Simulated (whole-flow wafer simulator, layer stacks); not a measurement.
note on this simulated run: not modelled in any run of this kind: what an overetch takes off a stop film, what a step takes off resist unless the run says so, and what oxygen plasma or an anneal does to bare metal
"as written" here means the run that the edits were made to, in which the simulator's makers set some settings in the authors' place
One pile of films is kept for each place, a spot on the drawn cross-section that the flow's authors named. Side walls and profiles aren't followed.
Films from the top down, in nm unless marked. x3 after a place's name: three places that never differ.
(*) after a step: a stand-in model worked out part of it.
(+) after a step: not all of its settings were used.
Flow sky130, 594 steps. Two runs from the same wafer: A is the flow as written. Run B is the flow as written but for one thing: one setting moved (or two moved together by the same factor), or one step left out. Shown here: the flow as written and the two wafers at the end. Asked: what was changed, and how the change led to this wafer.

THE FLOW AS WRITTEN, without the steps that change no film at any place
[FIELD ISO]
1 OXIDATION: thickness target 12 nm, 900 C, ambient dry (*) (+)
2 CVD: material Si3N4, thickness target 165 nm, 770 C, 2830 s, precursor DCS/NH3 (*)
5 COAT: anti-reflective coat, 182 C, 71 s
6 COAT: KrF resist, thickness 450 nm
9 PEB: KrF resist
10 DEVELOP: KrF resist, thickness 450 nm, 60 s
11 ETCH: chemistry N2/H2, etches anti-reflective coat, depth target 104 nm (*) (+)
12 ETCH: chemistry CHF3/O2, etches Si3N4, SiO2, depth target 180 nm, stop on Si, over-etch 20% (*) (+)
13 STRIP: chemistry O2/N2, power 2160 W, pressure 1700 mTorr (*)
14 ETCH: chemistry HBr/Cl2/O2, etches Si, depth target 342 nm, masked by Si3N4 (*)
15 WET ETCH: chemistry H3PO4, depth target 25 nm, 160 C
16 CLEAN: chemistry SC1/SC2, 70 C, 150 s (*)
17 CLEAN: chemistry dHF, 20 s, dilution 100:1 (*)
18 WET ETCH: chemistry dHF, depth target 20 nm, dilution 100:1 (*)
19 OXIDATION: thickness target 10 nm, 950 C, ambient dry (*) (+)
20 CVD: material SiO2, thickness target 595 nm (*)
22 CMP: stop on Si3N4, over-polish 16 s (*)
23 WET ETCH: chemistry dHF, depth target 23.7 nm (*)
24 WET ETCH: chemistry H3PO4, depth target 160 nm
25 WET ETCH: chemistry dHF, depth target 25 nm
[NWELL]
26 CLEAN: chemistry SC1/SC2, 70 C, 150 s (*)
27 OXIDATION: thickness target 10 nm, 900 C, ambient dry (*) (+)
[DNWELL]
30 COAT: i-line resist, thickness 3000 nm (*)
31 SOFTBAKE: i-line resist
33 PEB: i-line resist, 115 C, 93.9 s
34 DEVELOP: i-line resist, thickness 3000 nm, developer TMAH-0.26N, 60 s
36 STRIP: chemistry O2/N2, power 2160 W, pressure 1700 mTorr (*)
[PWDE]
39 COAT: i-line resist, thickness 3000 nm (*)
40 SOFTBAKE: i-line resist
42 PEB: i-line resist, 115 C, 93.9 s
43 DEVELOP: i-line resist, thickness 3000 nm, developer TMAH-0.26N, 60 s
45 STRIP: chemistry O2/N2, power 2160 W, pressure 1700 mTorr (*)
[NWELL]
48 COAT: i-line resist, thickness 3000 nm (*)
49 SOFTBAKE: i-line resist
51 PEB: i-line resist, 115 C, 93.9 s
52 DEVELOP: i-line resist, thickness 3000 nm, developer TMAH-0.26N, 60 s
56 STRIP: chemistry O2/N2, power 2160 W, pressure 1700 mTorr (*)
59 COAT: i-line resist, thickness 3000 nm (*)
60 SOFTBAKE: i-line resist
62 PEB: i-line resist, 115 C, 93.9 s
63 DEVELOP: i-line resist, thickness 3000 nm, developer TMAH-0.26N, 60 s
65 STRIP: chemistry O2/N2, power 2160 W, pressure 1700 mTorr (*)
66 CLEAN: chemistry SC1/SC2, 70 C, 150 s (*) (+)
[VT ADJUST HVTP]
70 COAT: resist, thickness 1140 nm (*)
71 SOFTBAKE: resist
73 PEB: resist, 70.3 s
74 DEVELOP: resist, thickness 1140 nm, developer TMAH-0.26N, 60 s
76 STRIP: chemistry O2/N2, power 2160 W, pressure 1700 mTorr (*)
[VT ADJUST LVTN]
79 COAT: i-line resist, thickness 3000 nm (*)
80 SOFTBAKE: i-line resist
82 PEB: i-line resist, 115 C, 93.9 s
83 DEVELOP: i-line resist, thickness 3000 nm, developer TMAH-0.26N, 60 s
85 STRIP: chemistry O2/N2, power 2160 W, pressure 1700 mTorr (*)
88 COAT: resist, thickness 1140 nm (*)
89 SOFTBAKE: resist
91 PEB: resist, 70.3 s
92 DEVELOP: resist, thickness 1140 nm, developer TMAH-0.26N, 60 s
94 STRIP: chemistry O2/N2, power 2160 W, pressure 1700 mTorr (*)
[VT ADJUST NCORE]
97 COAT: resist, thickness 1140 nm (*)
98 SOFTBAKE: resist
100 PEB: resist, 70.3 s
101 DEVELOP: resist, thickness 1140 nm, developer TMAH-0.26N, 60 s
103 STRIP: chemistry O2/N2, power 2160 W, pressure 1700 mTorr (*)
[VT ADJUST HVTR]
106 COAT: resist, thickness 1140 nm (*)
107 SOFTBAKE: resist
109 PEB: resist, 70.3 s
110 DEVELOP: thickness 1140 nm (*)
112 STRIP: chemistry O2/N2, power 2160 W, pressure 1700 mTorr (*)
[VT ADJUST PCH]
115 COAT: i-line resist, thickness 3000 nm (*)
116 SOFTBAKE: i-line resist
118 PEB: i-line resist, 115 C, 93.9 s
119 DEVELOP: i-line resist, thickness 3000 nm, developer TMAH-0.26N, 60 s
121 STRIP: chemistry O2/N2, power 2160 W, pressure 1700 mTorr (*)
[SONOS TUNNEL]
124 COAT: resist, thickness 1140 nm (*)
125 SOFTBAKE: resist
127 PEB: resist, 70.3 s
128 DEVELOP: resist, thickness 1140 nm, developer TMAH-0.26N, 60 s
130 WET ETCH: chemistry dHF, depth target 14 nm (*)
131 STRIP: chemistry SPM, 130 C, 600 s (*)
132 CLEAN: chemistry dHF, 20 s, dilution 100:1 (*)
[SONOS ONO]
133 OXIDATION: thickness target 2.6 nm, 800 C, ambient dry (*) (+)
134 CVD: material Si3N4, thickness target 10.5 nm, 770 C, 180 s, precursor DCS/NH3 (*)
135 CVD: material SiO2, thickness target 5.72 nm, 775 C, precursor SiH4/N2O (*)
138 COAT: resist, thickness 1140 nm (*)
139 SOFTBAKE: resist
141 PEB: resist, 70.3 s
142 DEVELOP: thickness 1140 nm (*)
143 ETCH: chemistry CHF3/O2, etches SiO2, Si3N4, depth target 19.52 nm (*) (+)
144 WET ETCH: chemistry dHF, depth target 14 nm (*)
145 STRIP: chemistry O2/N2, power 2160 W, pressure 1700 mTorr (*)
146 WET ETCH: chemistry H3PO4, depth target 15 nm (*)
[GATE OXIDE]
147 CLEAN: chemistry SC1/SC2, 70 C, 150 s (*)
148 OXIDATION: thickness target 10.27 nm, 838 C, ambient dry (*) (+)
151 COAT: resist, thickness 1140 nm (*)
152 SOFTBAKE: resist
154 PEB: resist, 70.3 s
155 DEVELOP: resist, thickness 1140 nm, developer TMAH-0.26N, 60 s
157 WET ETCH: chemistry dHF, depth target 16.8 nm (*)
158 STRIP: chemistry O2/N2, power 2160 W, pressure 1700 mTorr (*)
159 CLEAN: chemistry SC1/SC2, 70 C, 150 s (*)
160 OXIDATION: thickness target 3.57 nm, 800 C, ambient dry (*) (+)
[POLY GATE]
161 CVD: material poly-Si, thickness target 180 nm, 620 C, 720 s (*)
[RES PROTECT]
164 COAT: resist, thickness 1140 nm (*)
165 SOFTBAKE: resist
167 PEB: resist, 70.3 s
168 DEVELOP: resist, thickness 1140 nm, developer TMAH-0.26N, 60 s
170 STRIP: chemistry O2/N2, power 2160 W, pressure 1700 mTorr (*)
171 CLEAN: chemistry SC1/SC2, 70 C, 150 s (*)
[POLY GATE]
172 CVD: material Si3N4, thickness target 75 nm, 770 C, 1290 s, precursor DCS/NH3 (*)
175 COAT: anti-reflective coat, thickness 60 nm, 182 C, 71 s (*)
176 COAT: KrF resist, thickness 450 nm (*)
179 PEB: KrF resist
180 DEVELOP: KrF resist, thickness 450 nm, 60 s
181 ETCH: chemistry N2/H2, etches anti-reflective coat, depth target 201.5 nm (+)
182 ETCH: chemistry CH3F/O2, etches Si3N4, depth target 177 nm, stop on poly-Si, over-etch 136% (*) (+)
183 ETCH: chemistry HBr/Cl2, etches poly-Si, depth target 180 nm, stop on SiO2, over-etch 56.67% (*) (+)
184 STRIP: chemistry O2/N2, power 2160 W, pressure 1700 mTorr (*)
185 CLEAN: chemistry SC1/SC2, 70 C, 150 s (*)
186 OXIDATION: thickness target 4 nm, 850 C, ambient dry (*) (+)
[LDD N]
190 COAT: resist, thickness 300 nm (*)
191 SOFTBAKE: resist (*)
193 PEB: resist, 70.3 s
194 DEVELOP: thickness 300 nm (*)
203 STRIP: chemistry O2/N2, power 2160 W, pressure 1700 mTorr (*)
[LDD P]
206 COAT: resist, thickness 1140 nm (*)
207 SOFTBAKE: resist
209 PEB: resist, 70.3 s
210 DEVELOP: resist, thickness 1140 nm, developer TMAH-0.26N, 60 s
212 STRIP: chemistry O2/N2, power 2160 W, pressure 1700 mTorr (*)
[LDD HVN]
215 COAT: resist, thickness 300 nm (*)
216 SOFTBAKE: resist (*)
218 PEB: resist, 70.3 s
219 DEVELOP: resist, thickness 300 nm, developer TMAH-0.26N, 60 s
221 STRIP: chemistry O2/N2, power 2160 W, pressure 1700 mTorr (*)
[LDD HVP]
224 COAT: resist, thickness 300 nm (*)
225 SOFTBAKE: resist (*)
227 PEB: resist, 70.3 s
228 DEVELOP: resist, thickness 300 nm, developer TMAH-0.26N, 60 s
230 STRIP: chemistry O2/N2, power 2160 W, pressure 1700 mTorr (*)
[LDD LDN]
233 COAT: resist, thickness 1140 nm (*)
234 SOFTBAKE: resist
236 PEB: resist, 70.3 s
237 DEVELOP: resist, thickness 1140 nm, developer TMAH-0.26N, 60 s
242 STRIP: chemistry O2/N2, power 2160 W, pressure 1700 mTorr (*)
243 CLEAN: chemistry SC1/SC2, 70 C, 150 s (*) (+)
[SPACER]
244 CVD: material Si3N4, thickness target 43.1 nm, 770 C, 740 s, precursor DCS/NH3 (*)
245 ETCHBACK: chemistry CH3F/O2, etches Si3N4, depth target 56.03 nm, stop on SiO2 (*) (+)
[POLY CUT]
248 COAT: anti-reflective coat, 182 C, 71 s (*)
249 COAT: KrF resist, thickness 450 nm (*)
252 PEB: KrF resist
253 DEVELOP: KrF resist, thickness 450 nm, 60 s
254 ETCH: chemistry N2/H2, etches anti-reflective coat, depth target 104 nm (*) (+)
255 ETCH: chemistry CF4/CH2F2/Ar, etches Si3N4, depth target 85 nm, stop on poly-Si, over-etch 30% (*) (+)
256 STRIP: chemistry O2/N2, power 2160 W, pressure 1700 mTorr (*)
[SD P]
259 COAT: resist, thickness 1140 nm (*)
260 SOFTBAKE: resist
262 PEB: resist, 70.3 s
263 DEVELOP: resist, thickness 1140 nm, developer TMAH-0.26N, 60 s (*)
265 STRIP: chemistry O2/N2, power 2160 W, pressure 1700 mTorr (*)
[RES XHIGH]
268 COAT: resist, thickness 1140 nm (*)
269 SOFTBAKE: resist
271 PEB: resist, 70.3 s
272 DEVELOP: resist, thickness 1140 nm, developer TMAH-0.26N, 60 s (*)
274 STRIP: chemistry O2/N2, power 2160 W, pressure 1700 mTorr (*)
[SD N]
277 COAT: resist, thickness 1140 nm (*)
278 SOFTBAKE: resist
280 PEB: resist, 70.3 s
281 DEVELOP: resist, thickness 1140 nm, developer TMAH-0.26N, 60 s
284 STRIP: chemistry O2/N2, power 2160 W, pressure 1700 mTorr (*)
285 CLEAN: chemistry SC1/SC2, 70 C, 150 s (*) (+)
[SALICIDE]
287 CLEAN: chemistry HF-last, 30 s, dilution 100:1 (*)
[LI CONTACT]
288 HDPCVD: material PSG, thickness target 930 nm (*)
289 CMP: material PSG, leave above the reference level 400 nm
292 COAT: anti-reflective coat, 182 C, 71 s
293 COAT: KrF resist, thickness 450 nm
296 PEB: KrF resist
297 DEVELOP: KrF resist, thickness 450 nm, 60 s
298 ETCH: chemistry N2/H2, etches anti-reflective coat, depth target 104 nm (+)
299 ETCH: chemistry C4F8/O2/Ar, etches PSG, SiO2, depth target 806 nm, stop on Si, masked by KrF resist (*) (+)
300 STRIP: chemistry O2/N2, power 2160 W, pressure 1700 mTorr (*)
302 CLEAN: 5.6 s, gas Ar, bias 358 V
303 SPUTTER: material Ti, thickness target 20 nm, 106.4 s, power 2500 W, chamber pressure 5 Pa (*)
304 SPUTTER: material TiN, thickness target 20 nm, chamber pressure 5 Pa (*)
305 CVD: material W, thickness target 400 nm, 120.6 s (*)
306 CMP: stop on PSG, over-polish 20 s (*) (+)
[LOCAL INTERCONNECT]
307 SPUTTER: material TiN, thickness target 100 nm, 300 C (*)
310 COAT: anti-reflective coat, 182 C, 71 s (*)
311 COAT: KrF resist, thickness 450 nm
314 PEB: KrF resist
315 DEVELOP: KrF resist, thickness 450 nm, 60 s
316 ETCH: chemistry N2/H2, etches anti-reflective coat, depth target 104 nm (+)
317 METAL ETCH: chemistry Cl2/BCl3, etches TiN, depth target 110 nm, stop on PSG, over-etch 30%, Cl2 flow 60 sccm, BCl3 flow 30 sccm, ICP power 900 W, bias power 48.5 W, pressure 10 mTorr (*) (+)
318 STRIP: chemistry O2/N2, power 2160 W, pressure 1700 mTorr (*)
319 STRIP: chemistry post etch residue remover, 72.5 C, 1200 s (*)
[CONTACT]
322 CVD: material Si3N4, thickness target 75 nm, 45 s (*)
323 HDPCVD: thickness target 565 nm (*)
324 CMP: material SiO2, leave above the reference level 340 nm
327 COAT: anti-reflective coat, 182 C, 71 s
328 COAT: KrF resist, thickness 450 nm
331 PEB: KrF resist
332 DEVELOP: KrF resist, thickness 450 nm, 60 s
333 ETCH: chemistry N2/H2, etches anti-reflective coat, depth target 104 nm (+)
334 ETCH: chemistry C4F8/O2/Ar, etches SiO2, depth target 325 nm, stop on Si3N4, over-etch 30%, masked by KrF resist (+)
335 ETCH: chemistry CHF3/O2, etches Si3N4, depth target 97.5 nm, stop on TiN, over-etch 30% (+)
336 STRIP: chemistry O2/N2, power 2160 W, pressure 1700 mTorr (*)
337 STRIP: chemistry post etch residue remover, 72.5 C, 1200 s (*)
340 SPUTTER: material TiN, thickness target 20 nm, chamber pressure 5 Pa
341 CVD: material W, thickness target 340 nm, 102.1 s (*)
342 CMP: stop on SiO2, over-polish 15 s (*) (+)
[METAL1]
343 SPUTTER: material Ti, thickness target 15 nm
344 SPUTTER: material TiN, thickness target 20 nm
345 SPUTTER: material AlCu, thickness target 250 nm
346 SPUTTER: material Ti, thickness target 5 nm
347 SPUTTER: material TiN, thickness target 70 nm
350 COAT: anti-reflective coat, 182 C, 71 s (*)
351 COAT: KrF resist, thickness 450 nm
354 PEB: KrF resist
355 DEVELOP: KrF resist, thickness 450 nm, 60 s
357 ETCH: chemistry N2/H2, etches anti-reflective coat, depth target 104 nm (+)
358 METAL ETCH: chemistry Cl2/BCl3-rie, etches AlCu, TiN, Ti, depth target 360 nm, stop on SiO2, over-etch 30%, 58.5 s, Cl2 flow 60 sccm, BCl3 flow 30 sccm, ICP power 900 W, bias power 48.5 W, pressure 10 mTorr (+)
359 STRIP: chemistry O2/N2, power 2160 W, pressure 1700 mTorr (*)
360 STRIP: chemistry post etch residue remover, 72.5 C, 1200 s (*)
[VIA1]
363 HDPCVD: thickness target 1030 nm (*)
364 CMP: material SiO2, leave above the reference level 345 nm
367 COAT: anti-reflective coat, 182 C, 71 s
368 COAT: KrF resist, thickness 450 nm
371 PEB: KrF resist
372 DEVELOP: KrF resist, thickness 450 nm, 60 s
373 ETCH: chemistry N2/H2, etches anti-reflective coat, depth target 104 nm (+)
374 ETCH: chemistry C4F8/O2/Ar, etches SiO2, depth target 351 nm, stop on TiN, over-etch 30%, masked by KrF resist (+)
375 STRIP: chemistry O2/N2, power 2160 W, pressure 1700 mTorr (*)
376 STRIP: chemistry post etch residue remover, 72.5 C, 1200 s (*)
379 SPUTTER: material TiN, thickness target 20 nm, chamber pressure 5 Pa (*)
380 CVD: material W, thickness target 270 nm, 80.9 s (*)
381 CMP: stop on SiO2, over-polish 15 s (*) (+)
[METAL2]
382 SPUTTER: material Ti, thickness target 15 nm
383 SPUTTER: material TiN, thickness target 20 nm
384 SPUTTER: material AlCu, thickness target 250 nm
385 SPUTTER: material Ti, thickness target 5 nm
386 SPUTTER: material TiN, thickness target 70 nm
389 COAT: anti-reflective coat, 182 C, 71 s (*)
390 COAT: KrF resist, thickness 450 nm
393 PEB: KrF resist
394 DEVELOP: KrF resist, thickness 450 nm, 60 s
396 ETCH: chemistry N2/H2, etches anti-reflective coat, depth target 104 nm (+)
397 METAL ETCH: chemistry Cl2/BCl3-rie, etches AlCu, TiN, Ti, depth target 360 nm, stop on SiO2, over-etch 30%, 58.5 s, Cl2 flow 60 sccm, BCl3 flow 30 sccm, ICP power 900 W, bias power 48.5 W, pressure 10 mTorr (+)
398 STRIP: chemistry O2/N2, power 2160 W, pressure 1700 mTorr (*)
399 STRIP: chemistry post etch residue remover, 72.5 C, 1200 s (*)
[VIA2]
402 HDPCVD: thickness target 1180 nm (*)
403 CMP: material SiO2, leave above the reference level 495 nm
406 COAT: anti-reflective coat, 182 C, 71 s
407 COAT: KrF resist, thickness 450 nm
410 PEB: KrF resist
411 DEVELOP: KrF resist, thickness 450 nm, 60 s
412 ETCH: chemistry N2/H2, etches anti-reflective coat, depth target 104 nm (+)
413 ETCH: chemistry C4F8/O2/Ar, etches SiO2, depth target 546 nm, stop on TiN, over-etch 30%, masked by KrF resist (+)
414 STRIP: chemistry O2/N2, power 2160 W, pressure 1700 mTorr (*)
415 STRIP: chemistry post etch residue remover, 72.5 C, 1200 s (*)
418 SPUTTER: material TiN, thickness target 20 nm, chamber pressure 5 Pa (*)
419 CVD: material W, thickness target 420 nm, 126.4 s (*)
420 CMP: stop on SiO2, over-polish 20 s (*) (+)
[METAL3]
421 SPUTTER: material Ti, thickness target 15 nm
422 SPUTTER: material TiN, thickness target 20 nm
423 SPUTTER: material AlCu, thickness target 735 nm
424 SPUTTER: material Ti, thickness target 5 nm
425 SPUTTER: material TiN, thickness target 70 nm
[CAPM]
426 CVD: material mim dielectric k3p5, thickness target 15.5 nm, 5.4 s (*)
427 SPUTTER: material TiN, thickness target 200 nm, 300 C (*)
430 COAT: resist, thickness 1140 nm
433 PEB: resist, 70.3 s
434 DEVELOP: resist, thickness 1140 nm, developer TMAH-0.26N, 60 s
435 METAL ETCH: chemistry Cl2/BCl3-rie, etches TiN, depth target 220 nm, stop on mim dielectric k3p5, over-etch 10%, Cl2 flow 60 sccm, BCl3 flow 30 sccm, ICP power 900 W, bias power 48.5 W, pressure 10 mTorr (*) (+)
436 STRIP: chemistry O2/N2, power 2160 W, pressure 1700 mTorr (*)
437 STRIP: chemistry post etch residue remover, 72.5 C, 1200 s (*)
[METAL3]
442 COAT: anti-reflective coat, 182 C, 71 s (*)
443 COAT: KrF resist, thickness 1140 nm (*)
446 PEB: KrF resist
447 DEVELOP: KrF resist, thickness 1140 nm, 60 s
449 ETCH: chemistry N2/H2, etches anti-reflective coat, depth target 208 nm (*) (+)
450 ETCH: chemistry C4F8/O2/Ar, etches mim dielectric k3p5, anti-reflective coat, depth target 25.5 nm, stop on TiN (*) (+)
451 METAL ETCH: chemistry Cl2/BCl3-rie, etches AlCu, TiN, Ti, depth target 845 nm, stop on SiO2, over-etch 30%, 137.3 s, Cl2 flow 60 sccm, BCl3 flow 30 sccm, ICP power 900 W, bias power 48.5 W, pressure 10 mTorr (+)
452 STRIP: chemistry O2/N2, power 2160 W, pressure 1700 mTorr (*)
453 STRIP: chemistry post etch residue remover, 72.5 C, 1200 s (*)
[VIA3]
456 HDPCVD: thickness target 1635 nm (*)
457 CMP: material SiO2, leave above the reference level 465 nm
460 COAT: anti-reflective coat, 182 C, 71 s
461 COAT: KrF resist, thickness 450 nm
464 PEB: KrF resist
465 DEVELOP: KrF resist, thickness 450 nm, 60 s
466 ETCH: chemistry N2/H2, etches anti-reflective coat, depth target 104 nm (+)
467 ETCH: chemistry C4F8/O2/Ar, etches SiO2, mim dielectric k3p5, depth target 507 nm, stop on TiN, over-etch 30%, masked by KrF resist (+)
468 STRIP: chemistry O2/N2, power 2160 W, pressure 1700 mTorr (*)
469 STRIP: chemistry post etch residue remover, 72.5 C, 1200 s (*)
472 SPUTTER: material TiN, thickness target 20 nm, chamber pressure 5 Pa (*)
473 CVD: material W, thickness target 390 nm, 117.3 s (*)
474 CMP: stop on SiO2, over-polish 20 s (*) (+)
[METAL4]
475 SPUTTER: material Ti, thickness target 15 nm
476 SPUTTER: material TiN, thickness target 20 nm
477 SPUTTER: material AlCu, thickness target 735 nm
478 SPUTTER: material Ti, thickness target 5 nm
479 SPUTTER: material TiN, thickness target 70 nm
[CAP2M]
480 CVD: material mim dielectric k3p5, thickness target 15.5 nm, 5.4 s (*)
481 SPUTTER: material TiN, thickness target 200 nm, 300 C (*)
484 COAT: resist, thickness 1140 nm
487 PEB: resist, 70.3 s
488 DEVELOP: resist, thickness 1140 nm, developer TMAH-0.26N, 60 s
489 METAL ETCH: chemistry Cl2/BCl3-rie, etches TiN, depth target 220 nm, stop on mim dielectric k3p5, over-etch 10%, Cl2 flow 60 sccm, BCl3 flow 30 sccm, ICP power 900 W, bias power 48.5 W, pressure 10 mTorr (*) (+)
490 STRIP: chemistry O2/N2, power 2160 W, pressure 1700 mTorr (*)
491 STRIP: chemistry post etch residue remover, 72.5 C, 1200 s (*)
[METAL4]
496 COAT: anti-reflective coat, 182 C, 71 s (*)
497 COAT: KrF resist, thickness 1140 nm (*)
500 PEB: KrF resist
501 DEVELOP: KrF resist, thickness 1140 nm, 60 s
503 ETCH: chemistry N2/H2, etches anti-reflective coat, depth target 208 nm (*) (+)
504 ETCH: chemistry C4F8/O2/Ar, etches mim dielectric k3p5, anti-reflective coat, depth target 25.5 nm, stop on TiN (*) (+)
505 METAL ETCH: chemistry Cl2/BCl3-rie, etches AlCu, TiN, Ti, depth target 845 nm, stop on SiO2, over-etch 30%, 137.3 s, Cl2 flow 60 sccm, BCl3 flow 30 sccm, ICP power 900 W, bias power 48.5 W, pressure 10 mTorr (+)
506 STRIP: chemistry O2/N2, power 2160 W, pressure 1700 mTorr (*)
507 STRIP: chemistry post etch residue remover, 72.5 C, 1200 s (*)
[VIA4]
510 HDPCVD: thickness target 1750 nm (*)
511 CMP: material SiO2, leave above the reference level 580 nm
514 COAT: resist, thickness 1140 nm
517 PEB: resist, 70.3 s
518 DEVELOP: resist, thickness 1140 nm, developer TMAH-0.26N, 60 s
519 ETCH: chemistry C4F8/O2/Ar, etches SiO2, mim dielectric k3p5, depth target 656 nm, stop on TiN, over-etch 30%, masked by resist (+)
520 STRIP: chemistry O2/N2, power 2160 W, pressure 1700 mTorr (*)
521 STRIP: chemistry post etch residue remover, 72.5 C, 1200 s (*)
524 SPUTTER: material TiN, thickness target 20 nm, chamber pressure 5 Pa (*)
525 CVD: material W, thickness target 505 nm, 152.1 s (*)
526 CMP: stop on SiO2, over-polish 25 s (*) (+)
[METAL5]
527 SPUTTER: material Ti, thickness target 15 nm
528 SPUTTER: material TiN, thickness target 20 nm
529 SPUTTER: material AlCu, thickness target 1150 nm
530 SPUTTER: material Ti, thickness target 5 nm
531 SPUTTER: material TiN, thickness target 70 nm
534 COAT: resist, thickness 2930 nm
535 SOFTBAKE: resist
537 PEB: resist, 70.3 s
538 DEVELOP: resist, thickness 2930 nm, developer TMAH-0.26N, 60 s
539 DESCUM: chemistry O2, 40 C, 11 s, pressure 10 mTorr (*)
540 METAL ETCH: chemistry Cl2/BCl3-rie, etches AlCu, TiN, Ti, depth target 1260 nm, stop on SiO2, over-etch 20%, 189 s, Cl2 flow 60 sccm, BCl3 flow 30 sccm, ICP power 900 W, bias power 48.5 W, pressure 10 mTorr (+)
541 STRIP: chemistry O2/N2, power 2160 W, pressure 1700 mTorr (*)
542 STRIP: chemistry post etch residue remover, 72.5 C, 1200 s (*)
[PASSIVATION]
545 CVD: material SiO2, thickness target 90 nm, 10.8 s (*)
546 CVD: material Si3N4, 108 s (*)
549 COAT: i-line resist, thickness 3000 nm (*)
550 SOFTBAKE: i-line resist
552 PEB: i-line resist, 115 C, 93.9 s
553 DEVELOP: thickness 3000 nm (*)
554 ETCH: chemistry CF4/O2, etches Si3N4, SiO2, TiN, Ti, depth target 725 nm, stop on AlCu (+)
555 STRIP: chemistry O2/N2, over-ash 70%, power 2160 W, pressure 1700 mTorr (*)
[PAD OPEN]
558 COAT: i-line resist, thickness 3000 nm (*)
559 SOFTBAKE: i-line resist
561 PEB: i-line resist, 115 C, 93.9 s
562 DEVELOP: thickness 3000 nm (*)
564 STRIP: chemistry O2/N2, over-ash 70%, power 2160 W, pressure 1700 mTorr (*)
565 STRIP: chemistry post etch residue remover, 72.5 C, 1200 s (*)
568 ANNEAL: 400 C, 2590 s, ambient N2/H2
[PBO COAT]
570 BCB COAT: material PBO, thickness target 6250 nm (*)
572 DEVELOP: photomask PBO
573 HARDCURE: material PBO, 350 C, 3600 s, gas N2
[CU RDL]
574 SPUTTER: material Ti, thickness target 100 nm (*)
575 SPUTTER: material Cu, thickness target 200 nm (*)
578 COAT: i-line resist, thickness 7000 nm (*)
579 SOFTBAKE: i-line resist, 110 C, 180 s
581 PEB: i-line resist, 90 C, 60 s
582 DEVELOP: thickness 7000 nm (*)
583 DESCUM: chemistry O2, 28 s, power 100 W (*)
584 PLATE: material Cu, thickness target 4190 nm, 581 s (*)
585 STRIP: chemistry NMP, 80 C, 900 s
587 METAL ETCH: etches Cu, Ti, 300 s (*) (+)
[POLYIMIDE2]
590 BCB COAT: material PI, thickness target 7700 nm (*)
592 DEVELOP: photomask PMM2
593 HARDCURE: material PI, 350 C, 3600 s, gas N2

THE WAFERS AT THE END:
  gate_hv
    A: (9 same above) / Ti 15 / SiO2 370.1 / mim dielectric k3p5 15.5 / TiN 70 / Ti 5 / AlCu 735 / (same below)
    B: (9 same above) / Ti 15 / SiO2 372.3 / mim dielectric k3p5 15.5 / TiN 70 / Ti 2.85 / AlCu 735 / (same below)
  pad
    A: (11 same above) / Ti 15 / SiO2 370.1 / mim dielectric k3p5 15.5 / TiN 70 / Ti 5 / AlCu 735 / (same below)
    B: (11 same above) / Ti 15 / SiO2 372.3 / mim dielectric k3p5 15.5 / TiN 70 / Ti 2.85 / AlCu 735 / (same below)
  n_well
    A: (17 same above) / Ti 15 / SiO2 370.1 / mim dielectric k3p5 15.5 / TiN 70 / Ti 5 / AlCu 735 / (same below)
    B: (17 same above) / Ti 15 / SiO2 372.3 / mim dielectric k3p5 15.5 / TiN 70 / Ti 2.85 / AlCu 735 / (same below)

The cause: step 424, SPUTTER: thickness target 2.85 nm was run, where the flow has thickness target 5 nm.
It can be read off the wafer: gate_hv has Ti 2.85, and step 424 as written asks for 5 nm.

How the change led to this, step by step:
  424 SPUTTER: material Ti, thickness target 5 nm
      field, active, n_well and 188 more: A Ti +5 (new film) | B Ti +2.85 (new film)
  451 METAL ETCH: chemistry Cl2/BCl3-rie, etches AlCu, TiN, Ti, depth target 845 nm, stop on SiO2, over-etch 30%, 137.3 s, Cl2 flow 60 sccm, BCl3 flow 30 sccm, ICP power 900 W, bias power 48.5 W, pressure 10 mTorr (+)
      field, gate, spacer and 68 more: A TiN -70 (all of it), Ti -5 (all of it), AlCu -735 (all of it), TiN -20 (all of it), Ti -15 (all of it), SiO2 -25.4 | B TiN -70 (all of it), Ti -2.85 (all of it), AlCu -735 (all of it), TiN -20 (all of it), Ti -15 (all of it), SiO2 -25.6
      active, vpp_ln, vpp_iso2 and 11 more: A TiN -70 (all of it), Ti -5 (all of it), AlCu -735 (all of it), TiN -20 (all of it), Ti -15 (all of it), SiO2 -25.3 | B TiN -70 (all of it), Ti -2.85 (all of it), AlCu -735 (all of it), TiN -20 (all of it), Ti -15 (all of it), SiO2 -25.6
